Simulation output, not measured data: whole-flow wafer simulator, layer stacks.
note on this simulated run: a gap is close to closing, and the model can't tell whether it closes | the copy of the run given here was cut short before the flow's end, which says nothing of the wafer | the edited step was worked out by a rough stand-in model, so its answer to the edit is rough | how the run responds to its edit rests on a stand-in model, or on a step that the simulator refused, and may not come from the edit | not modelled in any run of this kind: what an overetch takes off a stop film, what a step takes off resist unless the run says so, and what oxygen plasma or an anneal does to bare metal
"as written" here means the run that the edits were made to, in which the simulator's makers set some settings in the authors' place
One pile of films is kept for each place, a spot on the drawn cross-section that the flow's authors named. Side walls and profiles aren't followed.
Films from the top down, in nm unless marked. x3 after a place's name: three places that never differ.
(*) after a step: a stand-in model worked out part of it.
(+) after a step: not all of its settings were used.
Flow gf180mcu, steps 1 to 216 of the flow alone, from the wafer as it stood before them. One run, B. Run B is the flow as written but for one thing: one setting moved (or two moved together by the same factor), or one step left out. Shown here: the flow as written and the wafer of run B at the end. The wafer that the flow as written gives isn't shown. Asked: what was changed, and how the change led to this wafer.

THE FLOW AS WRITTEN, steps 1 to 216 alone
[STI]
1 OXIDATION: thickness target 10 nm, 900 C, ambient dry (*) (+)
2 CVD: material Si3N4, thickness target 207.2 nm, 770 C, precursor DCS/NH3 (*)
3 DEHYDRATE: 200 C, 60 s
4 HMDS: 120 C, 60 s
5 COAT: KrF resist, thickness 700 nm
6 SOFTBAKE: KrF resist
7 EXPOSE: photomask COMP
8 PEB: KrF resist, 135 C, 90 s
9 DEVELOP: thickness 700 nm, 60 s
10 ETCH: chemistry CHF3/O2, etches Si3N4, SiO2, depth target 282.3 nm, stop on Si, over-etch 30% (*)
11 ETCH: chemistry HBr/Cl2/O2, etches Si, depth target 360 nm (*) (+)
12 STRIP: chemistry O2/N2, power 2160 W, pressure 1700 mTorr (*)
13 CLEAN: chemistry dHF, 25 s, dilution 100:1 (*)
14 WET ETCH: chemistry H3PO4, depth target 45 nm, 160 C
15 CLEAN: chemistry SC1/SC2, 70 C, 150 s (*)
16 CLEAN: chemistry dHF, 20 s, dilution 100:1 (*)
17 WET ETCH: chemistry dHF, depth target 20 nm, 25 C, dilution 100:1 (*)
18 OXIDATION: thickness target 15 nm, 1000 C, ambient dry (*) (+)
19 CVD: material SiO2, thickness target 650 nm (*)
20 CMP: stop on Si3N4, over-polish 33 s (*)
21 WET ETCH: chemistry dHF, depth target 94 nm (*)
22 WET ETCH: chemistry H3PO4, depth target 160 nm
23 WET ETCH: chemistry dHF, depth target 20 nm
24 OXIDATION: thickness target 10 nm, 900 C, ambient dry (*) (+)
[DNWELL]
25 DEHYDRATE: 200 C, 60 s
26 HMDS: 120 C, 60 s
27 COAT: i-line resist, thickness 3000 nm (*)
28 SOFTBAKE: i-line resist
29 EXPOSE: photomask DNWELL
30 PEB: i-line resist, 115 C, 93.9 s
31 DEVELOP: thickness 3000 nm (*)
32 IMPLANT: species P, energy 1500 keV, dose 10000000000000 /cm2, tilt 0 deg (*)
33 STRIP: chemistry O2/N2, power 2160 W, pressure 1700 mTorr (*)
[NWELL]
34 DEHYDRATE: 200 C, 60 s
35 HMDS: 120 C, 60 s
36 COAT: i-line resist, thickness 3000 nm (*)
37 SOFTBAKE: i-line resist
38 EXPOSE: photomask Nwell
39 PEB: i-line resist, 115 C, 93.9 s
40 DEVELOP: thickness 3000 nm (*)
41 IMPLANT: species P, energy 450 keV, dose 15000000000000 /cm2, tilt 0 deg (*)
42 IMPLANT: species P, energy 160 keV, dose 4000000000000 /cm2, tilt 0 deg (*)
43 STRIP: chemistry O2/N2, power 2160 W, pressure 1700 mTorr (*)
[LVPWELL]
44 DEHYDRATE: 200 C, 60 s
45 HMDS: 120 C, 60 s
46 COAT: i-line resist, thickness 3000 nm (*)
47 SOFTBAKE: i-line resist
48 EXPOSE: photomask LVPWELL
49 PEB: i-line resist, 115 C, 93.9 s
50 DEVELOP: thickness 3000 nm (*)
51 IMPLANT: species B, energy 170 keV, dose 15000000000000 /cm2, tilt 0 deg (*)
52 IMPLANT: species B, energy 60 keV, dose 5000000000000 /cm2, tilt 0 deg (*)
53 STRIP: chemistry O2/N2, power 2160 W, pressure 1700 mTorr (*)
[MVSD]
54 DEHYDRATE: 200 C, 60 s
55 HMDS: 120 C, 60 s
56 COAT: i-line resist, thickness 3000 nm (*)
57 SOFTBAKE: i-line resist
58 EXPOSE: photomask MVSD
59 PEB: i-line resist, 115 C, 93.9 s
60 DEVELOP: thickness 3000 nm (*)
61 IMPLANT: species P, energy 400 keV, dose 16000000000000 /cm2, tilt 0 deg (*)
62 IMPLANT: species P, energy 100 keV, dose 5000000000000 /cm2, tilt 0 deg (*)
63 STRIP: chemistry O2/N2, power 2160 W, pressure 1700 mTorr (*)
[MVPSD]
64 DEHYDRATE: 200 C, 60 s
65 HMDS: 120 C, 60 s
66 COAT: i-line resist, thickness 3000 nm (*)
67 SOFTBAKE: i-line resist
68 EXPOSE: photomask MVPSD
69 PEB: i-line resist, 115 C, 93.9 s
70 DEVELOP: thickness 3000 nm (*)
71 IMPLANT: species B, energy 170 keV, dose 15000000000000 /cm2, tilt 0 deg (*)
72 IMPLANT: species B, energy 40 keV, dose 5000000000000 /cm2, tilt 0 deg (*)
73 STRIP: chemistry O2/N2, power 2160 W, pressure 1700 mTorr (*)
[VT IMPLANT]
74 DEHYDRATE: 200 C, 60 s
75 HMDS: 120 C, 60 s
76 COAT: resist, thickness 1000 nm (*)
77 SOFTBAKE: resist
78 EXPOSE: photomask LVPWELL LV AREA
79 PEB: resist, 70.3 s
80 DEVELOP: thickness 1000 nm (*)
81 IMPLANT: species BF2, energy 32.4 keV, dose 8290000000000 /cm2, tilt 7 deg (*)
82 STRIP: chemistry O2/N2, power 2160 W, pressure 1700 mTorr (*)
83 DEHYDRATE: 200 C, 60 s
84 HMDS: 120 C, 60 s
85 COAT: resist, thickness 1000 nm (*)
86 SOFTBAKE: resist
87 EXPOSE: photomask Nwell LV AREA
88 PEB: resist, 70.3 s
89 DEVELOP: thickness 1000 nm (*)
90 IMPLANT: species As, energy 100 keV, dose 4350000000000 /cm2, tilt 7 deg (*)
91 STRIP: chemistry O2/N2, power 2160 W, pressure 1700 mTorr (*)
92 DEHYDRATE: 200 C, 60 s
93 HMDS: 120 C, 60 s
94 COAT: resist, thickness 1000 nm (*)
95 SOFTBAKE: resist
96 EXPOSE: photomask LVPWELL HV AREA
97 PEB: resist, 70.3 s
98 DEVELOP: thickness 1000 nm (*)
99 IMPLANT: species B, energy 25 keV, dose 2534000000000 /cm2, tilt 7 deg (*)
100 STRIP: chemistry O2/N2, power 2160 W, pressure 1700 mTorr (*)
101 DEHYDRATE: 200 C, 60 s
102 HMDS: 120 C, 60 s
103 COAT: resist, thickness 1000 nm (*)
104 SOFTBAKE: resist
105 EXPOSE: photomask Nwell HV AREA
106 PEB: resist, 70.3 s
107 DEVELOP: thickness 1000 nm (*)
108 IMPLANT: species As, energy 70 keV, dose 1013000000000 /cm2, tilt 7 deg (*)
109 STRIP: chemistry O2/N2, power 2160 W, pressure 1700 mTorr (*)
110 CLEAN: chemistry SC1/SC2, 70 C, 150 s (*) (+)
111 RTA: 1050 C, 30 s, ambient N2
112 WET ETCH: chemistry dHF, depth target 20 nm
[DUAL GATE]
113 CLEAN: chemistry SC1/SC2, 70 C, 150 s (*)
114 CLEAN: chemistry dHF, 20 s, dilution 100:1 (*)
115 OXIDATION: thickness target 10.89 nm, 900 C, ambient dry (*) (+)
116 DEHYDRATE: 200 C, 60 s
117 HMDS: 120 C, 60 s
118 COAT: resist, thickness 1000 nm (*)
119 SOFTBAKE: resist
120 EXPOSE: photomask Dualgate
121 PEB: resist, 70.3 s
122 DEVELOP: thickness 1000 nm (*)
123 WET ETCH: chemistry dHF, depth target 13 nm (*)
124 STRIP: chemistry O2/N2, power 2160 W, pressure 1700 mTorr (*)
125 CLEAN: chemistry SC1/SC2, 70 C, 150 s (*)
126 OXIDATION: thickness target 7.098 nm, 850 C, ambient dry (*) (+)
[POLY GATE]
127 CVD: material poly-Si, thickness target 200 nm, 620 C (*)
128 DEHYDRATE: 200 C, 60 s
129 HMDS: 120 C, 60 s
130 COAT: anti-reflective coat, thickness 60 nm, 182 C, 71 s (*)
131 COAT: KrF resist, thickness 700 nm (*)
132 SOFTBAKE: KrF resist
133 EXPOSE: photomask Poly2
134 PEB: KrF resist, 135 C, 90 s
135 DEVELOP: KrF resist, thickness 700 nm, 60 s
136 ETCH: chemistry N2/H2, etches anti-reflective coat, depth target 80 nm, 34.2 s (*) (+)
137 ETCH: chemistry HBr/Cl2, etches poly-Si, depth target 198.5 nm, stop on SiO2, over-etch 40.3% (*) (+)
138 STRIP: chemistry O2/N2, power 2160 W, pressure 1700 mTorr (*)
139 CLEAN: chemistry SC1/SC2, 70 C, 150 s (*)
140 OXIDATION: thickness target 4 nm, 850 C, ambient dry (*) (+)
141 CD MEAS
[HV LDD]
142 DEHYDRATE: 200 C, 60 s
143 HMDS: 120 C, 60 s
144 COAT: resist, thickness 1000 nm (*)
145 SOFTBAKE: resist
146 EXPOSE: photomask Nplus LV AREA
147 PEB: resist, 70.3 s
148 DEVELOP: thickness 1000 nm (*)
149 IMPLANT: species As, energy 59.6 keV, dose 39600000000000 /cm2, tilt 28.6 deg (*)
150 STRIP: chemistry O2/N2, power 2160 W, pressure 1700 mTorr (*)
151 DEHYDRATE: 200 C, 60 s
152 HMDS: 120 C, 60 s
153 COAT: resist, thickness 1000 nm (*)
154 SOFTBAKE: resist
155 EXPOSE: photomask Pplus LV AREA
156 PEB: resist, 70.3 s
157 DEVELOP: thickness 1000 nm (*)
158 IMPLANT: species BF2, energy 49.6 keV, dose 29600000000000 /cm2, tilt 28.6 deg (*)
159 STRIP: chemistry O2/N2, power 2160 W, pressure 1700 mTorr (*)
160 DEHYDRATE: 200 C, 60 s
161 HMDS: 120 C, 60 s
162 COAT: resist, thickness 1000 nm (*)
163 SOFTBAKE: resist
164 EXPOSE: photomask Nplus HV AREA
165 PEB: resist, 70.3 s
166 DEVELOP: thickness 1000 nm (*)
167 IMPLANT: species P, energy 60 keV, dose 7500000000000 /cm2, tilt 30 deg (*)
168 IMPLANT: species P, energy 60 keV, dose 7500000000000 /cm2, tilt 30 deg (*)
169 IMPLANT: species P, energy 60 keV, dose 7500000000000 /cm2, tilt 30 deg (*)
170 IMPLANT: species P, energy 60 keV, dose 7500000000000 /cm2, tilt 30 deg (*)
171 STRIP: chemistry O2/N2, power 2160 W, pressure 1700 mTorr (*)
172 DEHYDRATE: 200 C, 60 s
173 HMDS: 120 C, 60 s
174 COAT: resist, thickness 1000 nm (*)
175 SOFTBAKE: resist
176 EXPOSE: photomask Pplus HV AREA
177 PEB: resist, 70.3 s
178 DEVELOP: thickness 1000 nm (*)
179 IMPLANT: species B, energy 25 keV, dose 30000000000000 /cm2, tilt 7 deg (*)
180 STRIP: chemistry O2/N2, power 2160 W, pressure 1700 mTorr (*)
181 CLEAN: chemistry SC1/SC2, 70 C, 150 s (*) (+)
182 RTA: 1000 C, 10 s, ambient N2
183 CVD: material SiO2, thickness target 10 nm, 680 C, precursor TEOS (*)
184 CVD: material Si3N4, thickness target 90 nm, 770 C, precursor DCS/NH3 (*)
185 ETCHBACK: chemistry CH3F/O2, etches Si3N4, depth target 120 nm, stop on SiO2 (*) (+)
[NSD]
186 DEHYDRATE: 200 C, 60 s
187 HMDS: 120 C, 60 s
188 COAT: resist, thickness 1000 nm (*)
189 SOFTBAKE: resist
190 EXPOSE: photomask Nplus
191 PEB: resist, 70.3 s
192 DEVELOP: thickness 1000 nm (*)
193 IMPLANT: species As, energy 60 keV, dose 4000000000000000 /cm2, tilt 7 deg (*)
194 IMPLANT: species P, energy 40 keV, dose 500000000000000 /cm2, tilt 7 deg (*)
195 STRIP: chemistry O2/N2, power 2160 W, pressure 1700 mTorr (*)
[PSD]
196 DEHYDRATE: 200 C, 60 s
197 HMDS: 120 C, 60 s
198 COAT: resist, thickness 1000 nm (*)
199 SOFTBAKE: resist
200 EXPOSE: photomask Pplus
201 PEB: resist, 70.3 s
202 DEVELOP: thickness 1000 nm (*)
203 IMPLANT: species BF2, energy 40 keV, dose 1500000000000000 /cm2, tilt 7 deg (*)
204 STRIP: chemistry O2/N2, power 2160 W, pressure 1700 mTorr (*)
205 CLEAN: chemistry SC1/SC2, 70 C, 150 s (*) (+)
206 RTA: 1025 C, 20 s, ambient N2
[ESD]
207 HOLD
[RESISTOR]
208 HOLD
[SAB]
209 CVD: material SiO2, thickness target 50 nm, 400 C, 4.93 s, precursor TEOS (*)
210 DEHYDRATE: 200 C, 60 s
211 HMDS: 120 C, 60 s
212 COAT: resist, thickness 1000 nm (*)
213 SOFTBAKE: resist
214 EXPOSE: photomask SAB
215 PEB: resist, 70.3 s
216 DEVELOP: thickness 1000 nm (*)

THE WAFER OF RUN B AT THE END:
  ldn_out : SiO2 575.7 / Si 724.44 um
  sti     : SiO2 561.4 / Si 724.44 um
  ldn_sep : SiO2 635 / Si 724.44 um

The cause: step 11, ETCH: depth target 558 nm was run, where the flow has depth target 360 nm.

How the change led to this, step by step:
  11 ETCH: chemistry HBr/Cl2/O2, etches Si, depth target 360 nm (*) (+)
      active, n_well, p_well and 40 more: KrF resist -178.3 (as written it would be: KrF resist -112.3)
      field, field_sub, sti and 34 more: Si -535 (as written it would be: Si -337)
  12 STRIP: chemistry O2/N2, power 2160 W, pressure 1700 mTorr (*)
      active, n_well, p_well and 40 more: KrF resist -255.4 (all of it) (as written it would be: KrF resist -321.4 (all of it))
  19 CVD: material SiO2, thickness target 650 nm (*)
      m1, ld_fp_n, ld_drift_n and 8 more: SiO2 +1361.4 (as written it would be: SiO2 +1163.4)
  20 CMP: stop on Si3N4, over-polish 33 s (*)
      sti, mim_1p0 x3, iso_nw_fld and 9 more: nothing (as written it would be: SiO2 -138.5)
      nw_enc_fld, nw_enc_fld_lv: nothing (as written it would be: SiO2 -142.5)
      (and at 10 more places)
  28 SOFTBAKE: i-line resist
      field: i-line resist -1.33 (as written it would be: i-line resist +2.45)
      field_sub: i-line resist -0.88 (as written it would be: i-line resist +1.87)
      (and at 63 more places)
  37 SOFTBAKE: i-line resist
      field: i-line resist -1.33 (as written it would be: i-line resist +2.45)
      field_sub: i-line resist -0.88 (as written it would be: i-line resist +1.87)
      (and at 63 more places)
  47 SOFTBAKE: i-line resist
      field: i-line resist -1.33 (as written it would be: i-line resist +2.45)
      field_sub: i-line resist -0.88 (as written it would be: i-line resist +1.87)
      (and at 63 more places)
  57 SOFTBAKE: i-line resist
      field: i-line resist -1.33 (as written it would be: i-line resist +2.45)
      field_sub: i-line resist -0.88 (as written it would be: i-line resist +1.87)
      (and at 63 more places)
  67 SOFTBAKE: i-line resist
      field: i-line resist -1.33 (as written it would be: i-line resist +2.45)
      field_sub: i-line resist -0.88 (as written it would be: i-line resist +1.87)
      (and at 63 more places)
  76 COAT: resist, thickness 1000 nm (*)
      p_well, spacer, sd_n: resist +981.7 (new film) (as written it would be: resist +1033.8 (new film))
      field__w6: resist +1012.7 (new film) (as written it would be: resist +984.3 (new film))
      (and at 56 more places)
  77 SOFTBAKE: resist
      field__w2: resist +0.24 (as written it would be: resist -0.43)
      field__w3: resist +0.28 (as written it would be: resist -0.51)
      (and at 56 more places)
  79 PEB: resist, 70.3 s
      pplus_u, iso_ptap_pw, iso_ntap_nw, iso_ptap_sub, vpnp_e: resist -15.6 (as written it would be: resist -16.3)
      p_well, spacer, sd_n, ldp_gr: resist -15.6 (as written it would be: resist -16.4)
      (and at 6 more places)
  80 DEVELOP: thickness 1000 nm (*)
      p_well, spacer, sd_n: resist -966.2 (all of it) (as written it would be: resist -1017.4 (all of it))
      active: resist -972.7 (all of it) (as written it would be: resist -1004 (all of it))
      (and at 5 more places)
  82 STRIP: chemistry O2/N2, power 2160 W, pressure 1700 mTorr (*)
      field__w6: resist -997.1 (all of it) (as written it would be: resist -968.6 (all of it))
      field_sub: resist -995.4 (all of it) (as written it would be: resist -966.6 (all of it))
      (and at 54 more places)
  85 COAT: resist, thickness 1000 nm (*)
      p_well, spacer, sd_n: resist +981.7 (new film) (as written it would be: resist +1033.8 (new film))
      field__w6: resist +1012.7 (new film) (as written it would be: resist +984.3 (new film))
      (and at 56 more places)
  86 SOFTBAKE: resist
      field__w2: resist +0.24 (as written it would be: resist -0.43)
      field__w3: resist +0.28 (as written it would be: resist -0.51)
      (and at 56 more places)
  ... 57 more steps ...
  216 DEVELOP: thickness 1000 nm (*)
      p_well, sd_n: resist -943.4 (all of it) (as written it would be: resist -996.4 (all of it))
      field__w1: resist -1043.9 (all of it) (as written it would be: resist -1017.5 (all of it))
      (and at 61 more places)
